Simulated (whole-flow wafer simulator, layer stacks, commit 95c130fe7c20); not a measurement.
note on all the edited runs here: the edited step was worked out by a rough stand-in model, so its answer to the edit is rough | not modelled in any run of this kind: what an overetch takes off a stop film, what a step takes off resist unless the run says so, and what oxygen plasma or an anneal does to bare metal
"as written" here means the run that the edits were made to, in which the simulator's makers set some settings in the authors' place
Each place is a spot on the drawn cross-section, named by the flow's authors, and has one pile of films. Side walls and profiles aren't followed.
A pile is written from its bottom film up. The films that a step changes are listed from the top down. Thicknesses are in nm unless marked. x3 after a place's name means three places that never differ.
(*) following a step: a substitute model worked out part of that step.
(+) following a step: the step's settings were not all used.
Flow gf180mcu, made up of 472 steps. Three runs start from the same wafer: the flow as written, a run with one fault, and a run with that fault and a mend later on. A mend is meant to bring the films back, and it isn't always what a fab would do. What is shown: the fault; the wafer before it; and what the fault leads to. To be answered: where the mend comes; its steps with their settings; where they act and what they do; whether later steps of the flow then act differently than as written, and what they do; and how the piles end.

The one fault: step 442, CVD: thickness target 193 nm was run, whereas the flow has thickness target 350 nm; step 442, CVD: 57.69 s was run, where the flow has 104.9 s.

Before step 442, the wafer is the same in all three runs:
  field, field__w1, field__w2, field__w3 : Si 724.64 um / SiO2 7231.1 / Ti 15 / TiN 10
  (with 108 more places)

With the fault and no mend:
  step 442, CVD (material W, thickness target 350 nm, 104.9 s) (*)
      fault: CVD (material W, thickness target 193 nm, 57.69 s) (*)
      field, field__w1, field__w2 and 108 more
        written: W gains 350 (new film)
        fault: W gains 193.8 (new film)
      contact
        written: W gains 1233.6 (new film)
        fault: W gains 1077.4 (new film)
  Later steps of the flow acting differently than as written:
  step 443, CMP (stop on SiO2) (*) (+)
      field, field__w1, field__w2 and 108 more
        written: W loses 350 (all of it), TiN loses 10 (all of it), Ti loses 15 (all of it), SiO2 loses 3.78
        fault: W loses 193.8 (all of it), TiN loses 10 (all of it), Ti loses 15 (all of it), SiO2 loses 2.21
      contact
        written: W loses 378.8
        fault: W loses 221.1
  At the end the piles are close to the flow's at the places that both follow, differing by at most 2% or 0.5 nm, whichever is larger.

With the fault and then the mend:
  The mend follows step 442.
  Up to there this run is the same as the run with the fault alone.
  step 442a, CVD (material W, thickness target 157 nm, 47.05 s) (the flow's step 442 again, with other settings)
      field, field__w1, field__w2 and 109 more
        W gains 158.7
  None of the later steps of the flow differs from how it acts as written, at any place that is followed, by more than 2% or 0.5 nm, whichever is larger.
  At the end the piles are close to the flow's at the places that both follow, differing by at most 2% or 0.5 nm, whichever is larger.
